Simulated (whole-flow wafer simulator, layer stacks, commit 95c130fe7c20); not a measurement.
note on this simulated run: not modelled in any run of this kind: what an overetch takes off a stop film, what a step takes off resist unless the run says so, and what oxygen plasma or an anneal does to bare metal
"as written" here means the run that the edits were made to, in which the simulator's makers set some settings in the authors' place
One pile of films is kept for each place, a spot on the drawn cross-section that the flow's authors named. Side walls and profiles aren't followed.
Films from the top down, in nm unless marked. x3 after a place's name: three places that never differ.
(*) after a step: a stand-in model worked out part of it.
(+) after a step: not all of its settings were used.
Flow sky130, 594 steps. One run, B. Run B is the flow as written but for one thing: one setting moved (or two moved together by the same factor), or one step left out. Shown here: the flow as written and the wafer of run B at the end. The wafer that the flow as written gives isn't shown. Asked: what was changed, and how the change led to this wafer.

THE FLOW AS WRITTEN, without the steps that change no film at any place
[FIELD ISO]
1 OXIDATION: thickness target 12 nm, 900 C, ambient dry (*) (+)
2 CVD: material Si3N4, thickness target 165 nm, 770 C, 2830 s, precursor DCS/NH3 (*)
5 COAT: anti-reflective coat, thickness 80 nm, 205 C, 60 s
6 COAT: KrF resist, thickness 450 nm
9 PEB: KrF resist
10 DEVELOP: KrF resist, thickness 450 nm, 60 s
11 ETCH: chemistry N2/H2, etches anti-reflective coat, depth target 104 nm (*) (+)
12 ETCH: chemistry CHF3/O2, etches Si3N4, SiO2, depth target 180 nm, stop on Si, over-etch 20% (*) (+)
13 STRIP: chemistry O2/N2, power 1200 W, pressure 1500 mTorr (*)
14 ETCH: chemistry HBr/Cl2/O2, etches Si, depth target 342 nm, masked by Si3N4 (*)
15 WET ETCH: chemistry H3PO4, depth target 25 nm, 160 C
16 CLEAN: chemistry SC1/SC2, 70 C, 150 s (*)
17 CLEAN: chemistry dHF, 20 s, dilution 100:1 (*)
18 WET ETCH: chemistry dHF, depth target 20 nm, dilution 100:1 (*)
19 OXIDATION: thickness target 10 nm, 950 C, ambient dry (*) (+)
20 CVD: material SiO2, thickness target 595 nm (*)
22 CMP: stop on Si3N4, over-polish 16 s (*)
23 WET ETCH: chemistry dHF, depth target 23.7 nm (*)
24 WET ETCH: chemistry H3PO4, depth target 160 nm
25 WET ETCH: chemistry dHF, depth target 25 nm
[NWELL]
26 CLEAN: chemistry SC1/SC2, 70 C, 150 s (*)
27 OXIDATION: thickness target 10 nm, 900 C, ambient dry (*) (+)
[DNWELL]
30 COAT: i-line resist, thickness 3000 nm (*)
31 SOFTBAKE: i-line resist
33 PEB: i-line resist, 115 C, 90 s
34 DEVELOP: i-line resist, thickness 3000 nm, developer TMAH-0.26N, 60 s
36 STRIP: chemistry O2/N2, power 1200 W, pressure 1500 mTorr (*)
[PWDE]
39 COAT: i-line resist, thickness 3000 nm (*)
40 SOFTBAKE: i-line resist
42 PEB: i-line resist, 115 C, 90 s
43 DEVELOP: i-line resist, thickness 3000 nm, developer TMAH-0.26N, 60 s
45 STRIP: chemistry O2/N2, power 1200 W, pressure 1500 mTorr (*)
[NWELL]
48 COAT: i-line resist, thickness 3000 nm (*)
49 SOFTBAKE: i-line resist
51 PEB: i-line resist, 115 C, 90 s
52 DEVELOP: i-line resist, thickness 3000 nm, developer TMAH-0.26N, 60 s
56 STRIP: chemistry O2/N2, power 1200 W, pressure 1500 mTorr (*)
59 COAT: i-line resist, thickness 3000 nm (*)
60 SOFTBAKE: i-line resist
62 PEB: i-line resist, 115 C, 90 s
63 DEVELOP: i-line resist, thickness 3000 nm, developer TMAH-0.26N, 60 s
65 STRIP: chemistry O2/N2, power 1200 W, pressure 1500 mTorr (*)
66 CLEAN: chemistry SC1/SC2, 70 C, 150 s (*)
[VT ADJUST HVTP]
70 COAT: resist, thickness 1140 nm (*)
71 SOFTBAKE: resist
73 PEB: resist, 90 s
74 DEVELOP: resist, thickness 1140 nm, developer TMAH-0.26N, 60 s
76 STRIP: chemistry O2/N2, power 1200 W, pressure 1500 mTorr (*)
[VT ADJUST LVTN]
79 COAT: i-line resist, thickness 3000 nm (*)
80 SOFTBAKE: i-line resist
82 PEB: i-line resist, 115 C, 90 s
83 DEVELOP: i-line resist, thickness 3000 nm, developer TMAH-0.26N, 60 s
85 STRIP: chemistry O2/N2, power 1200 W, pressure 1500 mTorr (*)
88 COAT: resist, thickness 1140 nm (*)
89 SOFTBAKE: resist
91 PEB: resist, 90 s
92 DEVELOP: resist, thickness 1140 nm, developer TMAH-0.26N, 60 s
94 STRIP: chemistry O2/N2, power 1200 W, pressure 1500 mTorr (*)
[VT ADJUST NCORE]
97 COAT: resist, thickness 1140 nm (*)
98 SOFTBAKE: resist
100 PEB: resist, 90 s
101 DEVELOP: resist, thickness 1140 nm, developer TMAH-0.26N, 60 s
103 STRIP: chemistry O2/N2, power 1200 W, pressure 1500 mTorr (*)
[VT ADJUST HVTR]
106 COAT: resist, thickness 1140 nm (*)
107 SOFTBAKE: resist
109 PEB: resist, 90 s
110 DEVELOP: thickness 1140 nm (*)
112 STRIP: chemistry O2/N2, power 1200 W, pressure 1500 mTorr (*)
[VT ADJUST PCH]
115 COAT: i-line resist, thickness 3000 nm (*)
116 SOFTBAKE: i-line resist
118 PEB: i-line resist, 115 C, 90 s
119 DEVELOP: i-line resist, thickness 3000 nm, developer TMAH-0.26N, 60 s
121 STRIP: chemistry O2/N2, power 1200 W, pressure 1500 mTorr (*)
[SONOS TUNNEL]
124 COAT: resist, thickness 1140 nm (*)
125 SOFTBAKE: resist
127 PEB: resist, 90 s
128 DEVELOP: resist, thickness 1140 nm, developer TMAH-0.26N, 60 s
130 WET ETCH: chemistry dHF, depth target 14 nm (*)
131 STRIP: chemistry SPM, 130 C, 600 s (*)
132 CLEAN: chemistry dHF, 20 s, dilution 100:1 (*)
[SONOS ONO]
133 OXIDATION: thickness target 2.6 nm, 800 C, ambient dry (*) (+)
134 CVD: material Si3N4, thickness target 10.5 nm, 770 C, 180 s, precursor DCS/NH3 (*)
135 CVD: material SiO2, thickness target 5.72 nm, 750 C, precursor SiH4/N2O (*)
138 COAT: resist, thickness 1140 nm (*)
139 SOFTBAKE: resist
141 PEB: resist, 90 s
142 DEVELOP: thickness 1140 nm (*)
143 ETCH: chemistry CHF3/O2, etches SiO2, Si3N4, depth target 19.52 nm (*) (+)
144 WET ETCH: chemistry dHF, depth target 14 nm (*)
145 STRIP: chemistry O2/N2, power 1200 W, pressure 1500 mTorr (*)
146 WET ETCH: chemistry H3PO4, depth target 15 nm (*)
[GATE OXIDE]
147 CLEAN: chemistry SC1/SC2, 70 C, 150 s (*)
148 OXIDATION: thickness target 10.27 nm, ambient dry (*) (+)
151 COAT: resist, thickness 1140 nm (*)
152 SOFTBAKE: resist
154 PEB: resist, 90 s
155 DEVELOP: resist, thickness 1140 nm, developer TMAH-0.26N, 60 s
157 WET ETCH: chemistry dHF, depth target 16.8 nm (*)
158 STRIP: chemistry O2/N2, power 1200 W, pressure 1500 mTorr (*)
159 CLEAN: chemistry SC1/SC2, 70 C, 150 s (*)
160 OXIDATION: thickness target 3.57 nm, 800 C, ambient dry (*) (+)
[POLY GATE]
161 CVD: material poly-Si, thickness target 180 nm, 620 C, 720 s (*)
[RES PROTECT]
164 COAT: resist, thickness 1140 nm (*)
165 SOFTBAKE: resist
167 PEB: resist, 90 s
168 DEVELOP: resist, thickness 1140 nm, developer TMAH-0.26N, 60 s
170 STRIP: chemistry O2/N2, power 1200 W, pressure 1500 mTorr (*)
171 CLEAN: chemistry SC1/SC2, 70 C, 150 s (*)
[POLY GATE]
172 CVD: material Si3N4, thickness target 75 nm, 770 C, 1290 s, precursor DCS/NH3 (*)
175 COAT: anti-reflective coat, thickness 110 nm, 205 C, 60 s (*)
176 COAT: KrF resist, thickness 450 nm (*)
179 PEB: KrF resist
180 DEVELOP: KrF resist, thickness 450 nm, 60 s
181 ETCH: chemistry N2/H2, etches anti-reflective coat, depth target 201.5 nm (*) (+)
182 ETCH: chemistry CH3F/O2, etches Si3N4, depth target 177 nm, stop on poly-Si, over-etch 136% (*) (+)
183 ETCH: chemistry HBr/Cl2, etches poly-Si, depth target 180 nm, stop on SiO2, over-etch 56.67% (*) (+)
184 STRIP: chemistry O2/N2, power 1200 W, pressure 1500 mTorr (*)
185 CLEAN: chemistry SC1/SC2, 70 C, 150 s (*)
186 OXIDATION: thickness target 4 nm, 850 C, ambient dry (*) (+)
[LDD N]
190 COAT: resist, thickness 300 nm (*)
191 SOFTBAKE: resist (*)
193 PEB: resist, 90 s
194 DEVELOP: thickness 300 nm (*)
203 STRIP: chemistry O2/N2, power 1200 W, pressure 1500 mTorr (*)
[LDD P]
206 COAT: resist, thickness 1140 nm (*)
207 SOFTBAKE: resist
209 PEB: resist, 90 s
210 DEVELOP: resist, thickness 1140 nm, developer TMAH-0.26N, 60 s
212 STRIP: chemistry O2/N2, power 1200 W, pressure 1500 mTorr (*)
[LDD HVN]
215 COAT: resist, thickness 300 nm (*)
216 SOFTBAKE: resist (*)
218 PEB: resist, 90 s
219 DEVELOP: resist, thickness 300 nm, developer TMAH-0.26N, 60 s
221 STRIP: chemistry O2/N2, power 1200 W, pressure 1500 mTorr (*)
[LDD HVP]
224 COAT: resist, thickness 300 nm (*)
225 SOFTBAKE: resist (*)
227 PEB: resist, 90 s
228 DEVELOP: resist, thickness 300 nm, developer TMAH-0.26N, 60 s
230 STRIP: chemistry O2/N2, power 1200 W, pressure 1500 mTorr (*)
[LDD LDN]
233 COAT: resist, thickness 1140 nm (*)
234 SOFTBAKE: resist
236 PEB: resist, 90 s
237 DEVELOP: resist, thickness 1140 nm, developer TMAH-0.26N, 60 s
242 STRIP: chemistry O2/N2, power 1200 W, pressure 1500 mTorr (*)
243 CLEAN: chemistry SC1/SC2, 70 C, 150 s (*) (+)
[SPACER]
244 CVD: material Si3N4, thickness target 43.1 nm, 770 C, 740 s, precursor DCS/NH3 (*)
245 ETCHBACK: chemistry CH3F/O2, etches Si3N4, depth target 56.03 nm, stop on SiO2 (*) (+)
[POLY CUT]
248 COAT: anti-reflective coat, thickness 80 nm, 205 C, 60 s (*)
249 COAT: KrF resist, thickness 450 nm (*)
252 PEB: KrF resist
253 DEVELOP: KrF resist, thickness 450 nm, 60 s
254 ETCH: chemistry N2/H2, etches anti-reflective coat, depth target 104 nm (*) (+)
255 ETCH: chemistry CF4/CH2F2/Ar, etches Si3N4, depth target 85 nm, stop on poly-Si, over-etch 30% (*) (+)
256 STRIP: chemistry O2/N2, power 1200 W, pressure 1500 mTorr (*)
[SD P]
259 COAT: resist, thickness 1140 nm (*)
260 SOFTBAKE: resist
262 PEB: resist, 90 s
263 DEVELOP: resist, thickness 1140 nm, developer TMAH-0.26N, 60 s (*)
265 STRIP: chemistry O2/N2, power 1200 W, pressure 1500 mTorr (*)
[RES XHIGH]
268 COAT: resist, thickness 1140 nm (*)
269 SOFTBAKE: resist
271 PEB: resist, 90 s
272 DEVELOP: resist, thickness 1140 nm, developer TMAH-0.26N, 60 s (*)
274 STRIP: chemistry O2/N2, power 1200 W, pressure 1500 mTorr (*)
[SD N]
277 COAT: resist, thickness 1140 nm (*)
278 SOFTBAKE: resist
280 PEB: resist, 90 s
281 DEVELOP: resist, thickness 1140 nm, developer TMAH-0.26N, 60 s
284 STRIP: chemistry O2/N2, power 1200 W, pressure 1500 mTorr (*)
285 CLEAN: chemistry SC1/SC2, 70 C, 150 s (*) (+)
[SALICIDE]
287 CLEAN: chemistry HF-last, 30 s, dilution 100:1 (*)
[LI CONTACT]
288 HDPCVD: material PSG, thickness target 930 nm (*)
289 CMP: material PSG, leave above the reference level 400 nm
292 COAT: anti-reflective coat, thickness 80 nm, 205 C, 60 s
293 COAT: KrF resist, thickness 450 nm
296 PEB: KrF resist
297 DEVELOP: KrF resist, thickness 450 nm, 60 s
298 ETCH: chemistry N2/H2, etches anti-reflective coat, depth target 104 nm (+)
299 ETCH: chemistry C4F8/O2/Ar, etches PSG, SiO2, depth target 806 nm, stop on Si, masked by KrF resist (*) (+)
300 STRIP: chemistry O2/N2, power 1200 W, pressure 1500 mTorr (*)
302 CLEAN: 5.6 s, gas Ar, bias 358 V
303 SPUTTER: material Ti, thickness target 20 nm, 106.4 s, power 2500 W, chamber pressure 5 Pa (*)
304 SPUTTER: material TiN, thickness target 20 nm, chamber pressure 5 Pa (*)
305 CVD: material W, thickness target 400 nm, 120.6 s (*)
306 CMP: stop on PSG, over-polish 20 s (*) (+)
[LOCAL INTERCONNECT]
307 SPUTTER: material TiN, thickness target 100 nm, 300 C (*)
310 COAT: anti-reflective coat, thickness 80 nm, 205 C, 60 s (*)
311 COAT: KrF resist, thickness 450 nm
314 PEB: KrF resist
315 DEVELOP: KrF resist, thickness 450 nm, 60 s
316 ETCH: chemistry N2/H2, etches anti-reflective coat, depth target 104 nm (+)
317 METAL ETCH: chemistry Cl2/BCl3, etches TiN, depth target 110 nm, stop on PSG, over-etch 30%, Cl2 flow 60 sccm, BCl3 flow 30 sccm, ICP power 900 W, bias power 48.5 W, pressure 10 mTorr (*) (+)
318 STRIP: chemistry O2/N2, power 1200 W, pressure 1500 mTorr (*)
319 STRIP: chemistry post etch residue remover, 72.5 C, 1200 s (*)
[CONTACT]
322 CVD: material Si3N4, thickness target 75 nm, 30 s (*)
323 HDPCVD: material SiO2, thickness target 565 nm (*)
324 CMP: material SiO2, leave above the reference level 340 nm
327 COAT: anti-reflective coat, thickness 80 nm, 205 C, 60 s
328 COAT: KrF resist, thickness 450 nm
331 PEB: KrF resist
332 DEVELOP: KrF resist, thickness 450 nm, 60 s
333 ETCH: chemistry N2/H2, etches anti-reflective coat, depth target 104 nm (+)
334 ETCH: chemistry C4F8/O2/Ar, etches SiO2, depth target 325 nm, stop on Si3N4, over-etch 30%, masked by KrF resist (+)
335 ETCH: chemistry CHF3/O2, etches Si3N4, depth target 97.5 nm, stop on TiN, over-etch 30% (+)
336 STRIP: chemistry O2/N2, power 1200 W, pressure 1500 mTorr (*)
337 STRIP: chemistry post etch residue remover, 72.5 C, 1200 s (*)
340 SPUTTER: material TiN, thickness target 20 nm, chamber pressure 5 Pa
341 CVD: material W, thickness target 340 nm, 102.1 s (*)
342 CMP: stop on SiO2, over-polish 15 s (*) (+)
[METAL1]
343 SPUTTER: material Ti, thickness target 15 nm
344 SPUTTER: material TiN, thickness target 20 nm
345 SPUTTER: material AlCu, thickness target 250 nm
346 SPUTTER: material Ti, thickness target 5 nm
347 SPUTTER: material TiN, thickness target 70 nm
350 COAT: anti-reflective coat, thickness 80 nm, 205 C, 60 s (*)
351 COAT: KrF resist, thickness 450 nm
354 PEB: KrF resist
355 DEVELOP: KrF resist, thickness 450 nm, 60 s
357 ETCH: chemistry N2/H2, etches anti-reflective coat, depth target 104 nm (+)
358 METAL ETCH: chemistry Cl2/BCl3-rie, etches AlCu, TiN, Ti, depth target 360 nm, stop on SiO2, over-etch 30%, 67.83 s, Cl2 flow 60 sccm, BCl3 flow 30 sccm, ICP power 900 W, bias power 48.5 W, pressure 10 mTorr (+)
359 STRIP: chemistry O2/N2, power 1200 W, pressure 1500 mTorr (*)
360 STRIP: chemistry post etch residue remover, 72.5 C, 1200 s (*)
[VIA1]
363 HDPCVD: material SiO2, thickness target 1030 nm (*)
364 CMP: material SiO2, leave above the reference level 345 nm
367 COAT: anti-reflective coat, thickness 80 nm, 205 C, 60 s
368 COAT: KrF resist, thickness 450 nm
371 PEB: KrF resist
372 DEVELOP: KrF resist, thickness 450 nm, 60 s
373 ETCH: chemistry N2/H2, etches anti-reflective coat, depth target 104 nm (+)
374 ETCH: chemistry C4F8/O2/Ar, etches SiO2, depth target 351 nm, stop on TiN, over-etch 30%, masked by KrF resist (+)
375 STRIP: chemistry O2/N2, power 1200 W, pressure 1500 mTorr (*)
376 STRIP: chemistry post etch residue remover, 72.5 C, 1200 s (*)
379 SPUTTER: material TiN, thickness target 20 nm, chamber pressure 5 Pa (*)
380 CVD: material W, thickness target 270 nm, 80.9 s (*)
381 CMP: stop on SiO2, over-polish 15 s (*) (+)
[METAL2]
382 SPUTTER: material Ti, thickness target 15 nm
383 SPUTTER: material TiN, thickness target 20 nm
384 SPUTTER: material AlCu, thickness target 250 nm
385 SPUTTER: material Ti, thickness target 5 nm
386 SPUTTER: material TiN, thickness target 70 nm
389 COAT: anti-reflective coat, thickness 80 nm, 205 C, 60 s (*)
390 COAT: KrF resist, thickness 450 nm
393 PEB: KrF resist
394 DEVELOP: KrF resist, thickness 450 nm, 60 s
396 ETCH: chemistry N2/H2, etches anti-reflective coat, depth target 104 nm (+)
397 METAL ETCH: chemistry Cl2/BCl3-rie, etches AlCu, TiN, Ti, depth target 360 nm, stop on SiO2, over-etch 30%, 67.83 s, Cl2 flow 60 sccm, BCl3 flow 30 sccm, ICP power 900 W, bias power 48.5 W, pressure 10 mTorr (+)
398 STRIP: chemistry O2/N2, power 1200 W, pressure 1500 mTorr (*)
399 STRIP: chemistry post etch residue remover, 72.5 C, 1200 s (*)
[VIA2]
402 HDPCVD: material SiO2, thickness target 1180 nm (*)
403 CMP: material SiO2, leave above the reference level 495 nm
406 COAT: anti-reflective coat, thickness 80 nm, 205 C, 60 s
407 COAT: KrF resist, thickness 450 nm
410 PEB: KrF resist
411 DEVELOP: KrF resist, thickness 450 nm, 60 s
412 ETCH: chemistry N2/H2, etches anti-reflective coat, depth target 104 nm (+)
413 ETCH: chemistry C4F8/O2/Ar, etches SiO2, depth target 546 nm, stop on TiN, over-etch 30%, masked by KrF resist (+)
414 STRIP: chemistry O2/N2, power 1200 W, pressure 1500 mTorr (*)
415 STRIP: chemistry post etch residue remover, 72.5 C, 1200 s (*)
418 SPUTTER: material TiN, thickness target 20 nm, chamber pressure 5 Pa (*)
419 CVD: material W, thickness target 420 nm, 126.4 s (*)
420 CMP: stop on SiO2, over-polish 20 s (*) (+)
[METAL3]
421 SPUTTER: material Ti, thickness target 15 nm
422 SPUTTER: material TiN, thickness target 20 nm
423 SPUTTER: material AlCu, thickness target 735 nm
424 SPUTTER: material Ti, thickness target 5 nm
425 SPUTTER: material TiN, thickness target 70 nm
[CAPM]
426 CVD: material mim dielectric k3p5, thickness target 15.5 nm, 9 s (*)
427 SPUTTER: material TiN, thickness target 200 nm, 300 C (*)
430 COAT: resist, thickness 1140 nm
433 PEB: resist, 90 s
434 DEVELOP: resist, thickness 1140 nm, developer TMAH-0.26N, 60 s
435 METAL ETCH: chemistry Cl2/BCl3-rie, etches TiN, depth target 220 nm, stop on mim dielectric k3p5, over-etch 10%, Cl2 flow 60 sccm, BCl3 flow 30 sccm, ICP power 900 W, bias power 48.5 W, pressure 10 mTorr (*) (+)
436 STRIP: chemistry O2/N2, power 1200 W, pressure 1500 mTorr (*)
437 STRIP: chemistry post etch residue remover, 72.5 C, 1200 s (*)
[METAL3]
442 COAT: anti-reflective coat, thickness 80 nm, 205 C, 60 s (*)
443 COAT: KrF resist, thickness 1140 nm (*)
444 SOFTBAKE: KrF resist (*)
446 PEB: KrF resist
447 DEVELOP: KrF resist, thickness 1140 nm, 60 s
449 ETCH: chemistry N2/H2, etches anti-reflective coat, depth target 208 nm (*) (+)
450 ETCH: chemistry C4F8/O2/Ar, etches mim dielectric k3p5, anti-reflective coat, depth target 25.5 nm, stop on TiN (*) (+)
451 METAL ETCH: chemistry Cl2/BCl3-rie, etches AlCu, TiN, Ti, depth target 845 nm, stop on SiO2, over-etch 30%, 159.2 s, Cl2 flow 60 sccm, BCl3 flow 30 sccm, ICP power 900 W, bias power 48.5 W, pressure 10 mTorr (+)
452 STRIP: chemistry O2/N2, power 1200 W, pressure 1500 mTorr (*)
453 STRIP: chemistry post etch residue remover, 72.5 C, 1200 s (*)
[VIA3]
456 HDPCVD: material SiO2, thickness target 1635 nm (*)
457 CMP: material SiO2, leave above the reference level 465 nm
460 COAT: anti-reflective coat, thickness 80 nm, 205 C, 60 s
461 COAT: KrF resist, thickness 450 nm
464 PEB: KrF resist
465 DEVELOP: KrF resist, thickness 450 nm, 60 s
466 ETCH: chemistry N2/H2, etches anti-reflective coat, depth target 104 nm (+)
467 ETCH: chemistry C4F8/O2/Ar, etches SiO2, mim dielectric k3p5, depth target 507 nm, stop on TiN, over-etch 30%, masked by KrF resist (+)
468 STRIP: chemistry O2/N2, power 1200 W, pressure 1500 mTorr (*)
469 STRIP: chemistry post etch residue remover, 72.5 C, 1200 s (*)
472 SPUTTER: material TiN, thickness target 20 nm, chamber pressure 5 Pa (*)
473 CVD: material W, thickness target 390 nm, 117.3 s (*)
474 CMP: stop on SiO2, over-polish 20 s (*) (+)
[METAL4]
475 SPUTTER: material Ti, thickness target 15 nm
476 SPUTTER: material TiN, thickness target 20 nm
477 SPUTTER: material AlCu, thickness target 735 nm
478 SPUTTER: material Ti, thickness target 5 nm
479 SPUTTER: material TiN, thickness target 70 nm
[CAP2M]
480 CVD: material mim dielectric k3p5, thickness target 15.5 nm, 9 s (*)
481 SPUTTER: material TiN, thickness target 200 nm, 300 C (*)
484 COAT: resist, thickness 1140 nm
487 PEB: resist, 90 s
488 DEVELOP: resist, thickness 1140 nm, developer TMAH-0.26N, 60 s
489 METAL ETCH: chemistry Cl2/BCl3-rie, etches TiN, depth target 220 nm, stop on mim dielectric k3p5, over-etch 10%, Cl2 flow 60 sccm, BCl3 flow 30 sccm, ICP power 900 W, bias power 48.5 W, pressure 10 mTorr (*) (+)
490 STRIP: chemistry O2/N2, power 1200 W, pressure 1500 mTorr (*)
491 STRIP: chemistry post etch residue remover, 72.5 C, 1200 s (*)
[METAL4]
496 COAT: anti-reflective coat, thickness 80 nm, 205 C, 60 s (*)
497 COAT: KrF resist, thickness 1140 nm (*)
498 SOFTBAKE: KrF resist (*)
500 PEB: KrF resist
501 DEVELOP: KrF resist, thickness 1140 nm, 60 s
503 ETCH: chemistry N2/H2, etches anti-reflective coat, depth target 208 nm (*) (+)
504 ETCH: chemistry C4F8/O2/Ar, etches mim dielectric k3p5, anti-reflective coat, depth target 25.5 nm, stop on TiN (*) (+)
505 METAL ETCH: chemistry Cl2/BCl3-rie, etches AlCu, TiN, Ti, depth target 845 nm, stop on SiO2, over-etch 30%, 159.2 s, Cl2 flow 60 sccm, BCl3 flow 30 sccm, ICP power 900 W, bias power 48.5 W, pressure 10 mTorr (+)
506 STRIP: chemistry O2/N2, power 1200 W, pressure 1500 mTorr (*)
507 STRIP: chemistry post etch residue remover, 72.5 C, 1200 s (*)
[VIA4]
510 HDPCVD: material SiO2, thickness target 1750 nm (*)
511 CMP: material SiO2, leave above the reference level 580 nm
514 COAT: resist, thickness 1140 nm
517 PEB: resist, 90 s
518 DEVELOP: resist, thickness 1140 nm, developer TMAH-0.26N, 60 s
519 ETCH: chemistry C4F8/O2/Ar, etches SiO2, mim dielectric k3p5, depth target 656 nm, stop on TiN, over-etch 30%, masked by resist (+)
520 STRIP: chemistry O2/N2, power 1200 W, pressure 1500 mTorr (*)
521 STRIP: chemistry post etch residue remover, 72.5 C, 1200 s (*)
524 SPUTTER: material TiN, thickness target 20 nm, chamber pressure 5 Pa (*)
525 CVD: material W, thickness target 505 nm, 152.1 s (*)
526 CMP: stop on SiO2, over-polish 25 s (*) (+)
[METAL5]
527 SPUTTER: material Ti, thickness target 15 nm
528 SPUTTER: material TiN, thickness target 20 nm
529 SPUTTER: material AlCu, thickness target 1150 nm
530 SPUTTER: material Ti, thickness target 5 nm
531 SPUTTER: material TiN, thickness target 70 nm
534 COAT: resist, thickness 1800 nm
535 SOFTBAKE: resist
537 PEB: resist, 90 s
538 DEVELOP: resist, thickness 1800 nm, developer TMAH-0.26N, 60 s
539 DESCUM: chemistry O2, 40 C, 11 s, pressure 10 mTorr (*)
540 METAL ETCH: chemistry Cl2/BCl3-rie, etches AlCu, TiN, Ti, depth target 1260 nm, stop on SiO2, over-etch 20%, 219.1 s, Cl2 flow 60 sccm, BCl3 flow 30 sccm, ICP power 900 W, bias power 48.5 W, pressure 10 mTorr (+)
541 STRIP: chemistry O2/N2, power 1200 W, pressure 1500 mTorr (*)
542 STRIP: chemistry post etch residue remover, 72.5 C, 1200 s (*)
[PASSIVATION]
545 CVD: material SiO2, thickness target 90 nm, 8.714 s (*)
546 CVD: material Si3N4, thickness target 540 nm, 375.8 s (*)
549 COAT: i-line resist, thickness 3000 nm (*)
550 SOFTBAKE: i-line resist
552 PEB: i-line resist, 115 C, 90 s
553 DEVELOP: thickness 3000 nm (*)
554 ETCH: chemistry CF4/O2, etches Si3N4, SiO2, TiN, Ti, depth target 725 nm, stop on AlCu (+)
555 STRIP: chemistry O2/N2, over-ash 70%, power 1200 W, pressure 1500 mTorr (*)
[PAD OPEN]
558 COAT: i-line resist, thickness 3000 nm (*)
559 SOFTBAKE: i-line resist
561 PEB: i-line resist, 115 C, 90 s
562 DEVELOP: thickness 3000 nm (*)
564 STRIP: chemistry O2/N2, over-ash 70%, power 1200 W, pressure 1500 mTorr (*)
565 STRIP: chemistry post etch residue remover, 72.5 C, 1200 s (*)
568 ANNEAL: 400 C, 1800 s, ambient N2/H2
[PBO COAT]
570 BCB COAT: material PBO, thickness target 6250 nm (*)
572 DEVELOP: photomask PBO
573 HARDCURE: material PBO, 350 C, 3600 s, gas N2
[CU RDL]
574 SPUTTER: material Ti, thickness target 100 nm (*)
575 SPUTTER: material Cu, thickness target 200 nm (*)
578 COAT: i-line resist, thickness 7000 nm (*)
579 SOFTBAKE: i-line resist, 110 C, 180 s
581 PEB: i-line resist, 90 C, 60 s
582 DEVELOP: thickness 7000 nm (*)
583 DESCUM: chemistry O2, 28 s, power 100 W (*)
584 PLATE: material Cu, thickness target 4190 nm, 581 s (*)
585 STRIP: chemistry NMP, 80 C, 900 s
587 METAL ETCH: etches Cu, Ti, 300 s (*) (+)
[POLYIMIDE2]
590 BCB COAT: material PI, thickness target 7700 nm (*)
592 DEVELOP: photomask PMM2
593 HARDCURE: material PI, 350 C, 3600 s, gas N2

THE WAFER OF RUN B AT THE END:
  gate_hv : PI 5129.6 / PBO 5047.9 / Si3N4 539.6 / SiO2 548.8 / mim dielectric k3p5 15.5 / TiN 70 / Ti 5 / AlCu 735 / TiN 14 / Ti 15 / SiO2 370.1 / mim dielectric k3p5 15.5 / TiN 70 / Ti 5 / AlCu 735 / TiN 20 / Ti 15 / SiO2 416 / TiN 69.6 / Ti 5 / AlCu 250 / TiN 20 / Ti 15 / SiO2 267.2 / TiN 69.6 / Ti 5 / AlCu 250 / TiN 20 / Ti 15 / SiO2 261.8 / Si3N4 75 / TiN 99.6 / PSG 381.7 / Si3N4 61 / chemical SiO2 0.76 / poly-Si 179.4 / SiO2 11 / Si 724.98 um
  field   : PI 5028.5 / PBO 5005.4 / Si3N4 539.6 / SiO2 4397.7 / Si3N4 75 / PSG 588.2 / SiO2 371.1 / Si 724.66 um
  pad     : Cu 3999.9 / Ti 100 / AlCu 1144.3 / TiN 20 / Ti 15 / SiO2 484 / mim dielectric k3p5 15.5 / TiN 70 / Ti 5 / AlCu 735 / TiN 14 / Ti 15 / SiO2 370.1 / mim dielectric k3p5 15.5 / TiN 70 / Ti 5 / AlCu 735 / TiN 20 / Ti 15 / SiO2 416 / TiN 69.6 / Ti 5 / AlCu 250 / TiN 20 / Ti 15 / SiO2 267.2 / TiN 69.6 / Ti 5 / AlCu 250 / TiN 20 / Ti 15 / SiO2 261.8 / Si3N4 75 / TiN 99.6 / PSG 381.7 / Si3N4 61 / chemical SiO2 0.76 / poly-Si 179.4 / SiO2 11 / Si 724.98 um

The cause: step 476, SPUTTER: thickness target 14 nm was run, where the flow has thickness target 20 nm.
It can be read off the wafer: gate_hv has TiN 14, and step 476 as written asks for 20 nm.

How the change led to this, step by step:
  476 SPUTTER: material TiN, thickness target 20 nm
      field, active, n_well and 189 more: TiN +14 (new film) (as written it would be: TiN +20 (new film))
  505 METAL ETCH: chemistry Cl2/BCl3-rie, etches AlCu, TiN, Ti, depth target 845 nm, stop on SiO2, over-etch 30%, 159.2 s, Cl2 flow 60 sccm, BCl3 flow 30 sccm, ICP power 900 W, bias power 48.5 W, pressure 10 mTorr (+)
      field, active, gate and 63 more: TiN -70 (all of it), Ti -5 (all of it), AlCu -735 (all of it), TiN -14 (all of it), Ti -15 (all of it), SiO2 -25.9 (as written it would be: TiN -70 (all of it), Ti -5 (all of it), AlCu -735 (all of it), TiN -20 (all of it), Ti -15 (all of it), SiO2 -25.4)
      vpp_iso1, m1_ln, poly_licon and 8 more: TiN -70 (all of it), Ti -5 (all of it), AlCu -735 (all of it), TiN -14 (all of it), Ti -15 (all of it), SiO2 -25.9 (as written it would be: TiN -70 (all of it), Ti -5 (all of it), AlCu -735 (all of it), TiN -20 (all of it), Ti -15 (all of it), SiO2 -25.3)
      (and at 11 more places)
